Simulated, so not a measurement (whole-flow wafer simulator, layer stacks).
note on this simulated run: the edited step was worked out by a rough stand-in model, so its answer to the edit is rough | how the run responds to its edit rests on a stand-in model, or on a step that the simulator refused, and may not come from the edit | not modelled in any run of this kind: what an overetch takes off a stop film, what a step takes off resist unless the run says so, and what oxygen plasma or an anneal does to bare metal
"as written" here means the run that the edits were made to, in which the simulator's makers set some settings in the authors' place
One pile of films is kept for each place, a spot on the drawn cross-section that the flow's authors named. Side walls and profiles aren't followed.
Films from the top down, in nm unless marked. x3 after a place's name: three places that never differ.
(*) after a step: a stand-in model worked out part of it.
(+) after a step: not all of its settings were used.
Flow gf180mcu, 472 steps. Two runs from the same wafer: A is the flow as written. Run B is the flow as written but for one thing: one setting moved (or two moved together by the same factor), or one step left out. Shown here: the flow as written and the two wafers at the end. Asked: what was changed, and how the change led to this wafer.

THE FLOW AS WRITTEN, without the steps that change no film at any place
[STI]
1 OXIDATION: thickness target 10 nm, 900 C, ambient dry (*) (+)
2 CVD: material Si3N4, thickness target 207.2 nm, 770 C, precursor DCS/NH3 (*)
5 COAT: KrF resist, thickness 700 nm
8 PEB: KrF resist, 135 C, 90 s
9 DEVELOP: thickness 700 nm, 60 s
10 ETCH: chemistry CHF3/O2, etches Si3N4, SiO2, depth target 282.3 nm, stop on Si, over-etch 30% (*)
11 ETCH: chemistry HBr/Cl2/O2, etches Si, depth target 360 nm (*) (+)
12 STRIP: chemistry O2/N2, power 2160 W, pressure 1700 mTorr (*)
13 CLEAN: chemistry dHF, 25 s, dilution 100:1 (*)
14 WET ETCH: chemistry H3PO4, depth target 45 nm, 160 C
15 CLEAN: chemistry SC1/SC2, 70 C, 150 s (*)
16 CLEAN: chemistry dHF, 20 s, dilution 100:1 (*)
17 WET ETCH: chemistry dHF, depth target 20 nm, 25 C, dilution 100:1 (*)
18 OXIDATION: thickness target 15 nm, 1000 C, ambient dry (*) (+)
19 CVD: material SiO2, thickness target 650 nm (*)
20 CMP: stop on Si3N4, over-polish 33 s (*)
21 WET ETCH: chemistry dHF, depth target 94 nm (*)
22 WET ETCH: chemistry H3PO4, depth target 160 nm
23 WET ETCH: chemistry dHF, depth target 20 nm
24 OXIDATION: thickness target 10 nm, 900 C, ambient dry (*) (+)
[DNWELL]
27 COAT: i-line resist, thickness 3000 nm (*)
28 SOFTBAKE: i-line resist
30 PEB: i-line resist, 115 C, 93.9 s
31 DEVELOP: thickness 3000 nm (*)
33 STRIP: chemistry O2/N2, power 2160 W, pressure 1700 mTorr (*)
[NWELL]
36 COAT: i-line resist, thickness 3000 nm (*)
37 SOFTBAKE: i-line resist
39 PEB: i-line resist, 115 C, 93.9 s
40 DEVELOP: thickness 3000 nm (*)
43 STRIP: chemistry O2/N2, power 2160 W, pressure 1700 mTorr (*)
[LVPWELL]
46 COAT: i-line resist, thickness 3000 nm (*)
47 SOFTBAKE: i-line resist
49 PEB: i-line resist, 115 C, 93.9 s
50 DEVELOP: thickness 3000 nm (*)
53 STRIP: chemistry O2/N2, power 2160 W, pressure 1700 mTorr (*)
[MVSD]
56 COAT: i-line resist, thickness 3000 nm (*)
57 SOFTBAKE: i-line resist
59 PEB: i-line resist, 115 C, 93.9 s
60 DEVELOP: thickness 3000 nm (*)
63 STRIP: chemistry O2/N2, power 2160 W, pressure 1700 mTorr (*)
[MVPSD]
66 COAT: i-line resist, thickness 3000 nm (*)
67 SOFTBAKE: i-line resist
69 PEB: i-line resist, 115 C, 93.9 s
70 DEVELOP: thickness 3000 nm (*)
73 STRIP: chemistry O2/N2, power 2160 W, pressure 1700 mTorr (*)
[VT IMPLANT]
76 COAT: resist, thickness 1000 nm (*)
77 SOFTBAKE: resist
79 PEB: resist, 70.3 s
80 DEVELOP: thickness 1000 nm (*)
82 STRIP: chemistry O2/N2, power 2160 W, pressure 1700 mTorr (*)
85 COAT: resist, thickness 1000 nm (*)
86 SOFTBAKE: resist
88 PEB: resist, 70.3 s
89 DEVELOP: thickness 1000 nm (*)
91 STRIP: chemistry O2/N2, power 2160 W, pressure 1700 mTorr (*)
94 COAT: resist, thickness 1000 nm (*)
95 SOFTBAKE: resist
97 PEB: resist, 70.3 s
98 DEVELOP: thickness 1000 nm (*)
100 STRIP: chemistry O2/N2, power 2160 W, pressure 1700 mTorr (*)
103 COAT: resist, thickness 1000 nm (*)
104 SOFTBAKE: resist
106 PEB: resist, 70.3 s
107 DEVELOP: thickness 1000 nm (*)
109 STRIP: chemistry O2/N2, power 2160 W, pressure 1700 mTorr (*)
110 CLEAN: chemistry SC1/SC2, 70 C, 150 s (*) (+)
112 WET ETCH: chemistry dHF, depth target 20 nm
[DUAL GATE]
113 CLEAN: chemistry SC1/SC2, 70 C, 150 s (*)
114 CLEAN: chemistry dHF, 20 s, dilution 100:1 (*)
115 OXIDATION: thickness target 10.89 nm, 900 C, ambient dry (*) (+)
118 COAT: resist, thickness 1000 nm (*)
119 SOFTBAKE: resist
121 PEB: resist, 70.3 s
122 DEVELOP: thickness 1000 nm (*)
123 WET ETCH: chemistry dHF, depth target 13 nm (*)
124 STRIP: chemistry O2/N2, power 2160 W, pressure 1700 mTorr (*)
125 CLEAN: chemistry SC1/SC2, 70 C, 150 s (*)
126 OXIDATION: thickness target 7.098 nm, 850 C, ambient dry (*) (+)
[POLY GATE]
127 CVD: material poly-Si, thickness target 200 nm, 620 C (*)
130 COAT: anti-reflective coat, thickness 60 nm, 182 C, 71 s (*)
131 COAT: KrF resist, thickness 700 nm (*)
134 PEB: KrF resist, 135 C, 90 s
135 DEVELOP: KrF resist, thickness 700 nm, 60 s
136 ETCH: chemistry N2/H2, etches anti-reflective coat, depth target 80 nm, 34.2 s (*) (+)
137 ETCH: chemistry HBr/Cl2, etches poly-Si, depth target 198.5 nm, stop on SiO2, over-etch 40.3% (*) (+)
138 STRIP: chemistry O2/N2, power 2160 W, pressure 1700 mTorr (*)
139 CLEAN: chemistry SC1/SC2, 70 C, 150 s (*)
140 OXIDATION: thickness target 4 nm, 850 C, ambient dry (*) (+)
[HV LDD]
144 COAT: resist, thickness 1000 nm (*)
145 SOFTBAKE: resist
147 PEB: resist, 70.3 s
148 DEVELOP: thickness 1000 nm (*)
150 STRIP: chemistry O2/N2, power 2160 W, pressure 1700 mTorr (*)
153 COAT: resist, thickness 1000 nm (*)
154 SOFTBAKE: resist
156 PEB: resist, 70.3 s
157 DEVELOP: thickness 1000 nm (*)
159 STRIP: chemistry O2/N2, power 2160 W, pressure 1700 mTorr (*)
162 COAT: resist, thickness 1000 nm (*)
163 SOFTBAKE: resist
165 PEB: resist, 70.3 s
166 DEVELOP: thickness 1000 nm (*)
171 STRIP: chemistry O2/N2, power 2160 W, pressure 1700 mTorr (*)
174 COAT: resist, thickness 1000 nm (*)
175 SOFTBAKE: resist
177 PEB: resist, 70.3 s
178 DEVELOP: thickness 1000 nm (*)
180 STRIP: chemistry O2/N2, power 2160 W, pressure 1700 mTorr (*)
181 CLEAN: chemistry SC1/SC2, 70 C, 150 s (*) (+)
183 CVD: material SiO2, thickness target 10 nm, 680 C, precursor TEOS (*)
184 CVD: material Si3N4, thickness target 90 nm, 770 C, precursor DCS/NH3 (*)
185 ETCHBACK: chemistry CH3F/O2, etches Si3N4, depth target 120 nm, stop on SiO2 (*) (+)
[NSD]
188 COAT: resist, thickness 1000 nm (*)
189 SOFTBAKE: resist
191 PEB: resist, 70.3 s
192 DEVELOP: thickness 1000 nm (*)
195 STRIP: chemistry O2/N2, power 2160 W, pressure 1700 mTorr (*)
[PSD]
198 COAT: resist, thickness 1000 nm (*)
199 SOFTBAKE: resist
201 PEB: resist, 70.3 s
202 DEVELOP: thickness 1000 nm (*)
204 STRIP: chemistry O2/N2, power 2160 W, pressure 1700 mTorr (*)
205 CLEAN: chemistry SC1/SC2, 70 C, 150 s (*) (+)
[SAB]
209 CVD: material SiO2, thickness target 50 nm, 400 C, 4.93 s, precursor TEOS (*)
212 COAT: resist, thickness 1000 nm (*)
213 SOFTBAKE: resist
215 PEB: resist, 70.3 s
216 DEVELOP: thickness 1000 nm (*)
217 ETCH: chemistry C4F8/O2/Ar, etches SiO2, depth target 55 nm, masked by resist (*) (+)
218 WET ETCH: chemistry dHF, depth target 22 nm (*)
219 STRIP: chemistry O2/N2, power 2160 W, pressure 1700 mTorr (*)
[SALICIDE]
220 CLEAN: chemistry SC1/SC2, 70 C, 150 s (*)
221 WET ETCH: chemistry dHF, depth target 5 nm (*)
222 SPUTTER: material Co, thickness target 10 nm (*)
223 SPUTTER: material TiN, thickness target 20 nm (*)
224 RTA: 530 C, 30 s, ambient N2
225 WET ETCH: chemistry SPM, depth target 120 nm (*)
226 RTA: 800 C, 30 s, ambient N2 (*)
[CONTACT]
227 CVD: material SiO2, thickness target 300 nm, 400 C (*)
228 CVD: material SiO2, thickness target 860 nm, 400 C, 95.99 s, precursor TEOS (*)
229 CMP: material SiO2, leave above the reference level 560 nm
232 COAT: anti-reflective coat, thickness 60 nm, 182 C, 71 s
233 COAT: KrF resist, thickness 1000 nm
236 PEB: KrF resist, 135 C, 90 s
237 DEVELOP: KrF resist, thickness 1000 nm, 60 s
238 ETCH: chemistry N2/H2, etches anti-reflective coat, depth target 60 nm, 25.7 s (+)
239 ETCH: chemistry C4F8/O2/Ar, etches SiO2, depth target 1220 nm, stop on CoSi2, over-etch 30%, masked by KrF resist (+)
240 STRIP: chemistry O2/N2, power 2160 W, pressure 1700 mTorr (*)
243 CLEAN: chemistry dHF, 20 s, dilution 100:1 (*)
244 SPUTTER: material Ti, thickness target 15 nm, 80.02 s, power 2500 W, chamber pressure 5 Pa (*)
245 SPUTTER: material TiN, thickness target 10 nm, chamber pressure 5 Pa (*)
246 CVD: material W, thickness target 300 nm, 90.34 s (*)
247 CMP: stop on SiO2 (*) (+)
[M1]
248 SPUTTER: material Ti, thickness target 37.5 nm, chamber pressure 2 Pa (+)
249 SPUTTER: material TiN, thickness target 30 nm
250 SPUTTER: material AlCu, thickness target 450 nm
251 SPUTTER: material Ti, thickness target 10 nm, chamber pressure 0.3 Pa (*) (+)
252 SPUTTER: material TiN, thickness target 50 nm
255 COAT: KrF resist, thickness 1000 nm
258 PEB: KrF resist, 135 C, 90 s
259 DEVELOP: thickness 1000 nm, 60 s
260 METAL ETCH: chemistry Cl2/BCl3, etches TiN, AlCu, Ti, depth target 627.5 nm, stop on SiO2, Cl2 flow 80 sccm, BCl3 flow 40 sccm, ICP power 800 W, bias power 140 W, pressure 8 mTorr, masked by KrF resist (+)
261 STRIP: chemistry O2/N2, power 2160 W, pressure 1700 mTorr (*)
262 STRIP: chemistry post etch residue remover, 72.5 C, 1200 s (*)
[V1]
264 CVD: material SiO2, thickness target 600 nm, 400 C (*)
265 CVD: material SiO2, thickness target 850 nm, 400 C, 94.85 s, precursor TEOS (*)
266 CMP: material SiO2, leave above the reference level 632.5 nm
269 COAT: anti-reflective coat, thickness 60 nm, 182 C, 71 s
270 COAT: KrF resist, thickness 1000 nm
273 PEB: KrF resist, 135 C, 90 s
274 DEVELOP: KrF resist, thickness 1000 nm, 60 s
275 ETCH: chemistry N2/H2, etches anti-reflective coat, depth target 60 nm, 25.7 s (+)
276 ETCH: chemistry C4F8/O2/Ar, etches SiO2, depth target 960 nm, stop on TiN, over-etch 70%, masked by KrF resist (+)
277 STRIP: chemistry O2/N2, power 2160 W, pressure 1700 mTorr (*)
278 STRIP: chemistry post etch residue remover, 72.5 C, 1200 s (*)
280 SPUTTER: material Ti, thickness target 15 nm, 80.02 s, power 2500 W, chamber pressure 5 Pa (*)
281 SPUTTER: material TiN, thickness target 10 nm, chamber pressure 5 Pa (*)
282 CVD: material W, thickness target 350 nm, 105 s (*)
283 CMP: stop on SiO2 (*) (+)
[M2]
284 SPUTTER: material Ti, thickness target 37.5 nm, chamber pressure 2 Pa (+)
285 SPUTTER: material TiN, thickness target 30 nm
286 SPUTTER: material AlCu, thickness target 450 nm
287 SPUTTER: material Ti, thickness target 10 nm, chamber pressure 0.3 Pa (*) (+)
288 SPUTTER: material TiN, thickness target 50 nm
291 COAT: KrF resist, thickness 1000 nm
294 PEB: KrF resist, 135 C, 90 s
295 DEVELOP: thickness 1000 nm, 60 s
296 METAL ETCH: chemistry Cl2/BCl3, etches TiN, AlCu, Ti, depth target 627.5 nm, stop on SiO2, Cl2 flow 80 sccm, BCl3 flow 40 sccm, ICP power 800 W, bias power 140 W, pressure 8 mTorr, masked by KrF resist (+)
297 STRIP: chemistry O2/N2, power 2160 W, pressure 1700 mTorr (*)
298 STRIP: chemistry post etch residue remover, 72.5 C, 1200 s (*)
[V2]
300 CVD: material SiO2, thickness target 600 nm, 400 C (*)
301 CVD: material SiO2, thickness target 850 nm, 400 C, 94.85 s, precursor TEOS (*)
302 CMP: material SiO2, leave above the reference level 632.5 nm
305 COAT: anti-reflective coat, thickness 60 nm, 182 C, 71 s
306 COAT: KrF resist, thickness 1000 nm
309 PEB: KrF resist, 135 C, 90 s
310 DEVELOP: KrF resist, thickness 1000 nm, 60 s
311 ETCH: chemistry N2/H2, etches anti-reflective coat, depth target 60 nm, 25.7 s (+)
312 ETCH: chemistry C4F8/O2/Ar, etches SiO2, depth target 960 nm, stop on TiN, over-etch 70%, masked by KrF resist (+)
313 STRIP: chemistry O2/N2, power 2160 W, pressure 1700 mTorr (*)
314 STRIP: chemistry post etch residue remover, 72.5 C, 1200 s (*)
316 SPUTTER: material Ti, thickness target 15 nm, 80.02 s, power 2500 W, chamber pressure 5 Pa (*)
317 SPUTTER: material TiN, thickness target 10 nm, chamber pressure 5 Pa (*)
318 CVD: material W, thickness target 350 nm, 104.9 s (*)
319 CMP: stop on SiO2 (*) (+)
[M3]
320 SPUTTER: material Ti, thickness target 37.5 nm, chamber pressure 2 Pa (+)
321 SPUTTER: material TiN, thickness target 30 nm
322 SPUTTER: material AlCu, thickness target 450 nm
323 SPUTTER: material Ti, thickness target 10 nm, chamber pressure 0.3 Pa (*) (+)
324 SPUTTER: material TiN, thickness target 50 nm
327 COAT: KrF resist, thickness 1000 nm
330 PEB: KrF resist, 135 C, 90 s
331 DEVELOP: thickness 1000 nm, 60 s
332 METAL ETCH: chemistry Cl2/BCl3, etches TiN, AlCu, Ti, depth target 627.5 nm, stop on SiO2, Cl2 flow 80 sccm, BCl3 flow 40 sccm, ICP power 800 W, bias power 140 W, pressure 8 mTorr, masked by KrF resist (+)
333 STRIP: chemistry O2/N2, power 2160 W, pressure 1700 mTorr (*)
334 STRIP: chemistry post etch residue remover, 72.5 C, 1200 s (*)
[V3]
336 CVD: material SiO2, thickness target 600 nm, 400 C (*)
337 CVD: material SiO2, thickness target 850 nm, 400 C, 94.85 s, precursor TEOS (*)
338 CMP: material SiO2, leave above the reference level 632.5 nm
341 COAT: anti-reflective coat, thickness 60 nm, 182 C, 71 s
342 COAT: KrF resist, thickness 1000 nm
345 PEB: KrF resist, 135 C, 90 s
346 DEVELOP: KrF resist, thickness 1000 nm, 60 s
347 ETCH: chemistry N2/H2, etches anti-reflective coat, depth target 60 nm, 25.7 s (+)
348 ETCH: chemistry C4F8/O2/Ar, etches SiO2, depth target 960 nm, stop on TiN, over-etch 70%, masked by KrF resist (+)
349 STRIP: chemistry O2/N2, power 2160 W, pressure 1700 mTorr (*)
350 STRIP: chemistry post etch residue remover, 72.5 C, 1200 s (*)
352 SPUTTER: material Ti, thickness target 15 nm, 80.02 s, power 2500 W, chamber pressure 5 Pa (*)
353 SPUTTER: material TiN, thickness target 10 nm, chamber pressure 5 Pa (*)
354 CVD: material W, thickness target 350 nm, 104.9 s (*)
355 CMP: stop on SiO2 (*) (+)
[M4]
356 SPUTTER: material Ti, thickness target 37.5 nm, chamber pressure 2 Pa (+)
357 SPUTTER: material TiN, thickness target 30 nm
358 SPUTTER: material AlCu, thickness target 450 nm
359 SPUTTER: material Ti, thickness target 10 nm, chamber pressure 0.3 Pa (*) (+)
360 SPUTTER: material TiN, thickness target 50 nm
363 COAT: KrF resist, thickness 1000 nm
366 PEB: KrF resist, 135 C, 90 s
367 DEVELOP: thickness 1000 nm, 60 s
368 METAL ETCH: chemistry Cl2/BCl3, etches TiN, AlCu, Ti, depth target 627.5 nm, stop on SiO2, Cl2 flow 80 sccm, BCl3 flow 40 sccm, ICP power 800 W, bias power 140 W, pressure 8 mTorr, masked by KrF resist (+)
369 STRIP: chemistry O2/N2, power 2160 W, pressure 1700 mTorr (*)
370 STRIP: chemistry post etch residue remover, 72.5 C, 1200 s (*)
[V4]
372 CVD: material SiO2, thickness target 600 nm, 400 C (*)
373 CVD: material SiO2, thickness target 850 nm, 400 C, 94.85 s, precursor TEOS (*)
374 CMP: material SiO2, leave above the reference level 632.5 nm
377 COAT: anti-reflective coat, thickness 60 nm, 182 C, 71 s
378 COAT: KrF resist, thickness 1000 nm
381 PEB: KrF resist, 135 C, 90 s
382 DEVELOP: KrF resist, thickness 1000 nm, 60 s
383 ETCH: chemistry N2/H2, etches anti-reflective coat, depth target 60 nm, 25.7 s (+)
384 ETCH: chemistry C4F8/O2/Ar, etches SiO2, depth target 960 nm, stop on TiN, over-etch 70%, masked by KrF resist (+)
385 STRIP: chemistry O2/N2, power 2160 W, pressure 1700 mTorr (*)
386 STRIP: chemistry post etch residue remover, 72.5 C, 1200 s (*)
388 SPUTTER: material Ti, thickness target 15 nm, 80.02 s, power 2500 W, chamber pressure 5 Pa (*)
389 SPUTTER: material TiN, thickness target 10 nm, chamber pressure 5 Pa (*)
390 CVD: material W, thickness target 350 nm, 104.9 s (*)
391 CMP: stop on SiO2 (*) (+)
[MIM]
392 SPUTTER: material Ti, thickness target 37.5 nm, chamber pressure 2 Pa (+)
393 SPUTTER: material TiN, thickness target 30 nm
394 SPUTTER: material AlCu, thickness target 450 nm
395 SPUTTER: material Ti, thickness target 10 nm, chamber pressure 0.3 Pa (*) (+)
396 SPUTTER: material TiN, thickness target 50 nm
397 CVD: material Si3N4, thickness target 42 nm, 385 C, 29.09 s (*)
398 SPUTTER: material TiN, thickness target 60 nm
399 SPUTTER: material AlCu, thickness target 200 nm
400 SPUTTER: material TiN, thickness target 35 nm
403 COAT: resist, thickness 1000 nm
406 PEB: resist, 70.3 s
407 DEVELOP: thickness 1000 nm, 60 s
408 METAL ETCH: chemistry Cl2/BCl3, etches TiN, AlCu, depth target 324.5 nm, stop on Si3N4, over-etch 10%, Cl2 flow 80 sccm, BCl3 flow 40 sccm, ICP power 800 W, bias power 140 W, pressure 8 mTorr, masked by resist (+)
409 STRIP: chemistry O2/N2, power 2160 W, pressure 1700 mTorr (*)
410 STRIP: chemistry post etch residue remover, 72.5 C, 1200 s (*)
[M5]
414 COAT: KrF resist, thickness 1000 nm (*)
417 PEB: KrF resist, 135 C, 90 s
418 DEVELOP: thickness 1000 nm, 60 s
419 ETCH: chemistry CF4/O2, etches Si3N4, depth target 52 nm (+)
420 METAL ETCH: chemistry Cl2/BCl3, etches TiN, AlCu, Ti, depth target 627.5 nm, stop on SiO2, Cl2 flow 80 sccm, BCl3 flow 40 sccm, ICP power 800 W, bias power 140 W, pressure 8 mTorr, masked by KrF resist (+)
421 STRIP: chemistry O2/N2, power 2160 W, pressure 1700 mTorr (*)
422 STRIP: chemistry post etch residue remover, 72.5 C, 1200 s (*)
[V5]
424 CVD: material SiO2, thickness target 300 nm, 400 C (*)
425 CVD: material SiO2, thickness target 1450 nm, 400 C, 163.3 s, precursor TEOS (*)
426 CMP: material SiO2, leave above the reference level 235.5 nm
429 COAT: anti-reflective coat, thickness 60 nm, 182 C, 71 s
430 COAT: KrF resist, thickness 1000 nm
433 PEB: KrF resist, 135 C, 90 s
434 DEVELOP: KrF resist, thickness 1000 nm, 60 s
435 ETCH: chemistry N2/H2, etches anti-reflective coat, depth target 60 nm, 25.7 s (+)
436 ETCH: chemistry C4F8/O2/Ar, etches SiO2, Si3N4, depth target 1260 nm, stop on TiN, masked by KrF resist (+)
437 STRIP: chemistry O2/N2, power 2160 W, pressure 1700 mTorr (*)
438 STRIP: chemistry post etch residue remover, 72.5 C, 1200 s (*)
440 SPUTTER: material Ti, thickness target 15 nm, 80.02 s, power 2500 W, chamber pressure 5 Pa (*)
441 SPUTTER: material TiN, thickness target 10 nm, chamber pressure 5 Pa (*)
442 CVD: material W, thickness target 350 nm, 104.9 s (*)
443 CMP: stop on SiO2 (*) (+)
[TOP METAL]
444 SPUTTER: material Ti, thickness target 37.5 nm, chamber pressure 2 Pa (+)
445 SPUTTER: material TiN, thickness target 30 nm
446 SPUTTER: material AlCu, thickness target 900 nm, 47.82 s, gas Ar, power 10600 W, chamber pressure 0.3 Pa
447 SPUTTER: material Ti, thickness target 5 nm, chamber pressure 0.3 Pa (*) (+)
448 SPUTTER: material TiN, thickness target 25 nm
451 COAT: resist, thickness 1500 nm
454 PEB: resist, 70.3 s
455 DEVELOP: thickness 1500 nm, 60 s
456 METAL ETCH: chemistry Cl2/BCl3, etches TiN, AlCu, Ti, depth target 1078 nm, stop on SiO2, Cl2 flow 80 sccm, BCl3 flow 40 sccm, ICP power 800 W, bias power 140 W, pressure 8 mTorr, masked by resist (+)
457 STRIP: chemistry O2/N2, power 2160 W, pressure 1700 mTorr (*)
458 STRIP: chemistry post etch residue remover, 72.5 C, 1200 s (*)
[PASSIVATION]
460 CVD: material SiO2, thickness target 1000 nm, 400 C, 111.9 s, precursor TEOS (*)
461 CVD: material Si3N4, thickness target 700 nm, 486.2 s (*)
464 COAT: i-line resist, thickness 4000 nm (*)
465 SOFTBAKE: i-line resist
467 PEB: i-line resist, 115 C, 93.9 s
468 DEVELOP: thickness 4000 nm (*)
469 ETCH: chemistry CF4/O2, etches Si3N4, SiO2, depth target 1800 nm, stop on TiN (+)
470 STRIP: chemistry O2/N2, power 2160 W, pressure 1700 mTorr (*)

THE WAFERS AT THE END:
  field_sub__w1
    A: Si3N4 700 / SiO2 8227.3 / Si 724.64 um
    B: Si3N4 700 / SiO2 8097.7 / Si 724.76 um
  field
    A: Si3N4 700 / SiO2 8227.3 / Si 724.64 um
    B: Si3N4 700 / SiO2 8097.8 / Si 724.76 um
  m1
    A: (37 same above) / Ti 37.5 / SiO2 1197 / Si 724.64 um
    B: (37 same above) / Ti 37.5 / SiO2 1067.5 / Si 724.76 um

The cause: step 11, ETCH: depth target 230 nm was run, where the flow has depth target 360 nm.

How the change led to this, step by step:
  11 ETCH: chemistry HBr/Cl2/O2, etches Si, depth target 360 nm (*) (+)
      active, n_well, p_well and 40 more: A KrF resist -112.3 | B KrF resist -69
      field, field_sub, sti and 34 more: A Si -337 | B Si -207
  12 STRIP: chemistry O2/N2, power 2160 W, pressure 1700 mTorr (*)
      active, n_well, p_well and 40 more: A KrF resist -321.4 (all of it) | B KrF resist -364.7 (all of it)
  19 CVD: material SiO2, thickness target 650 nm (*)
      m1, ld_fp_n, ld_drift_n and 8 more: A SiO2 +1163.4 | B SiO2 +1033.4
  20 CMP: stop on Si3N4, over-polish 33 s (*)
      sti, mim_1p0, pad and 11 more: A SiO2 -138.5 | B SiO2 -268.5
      nw_enc_fld, nw_enc_fld_lv: A SiO2 -142.5 | B SiO2 -272.5
      (and at 10 more places)
  189 SOFTBAKE: resist
      field__w9: A resist +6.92 | B resist -3.07
  199 SOFTBAKE: resist
      field__w9: A resist +6.92 | B resist -3.07
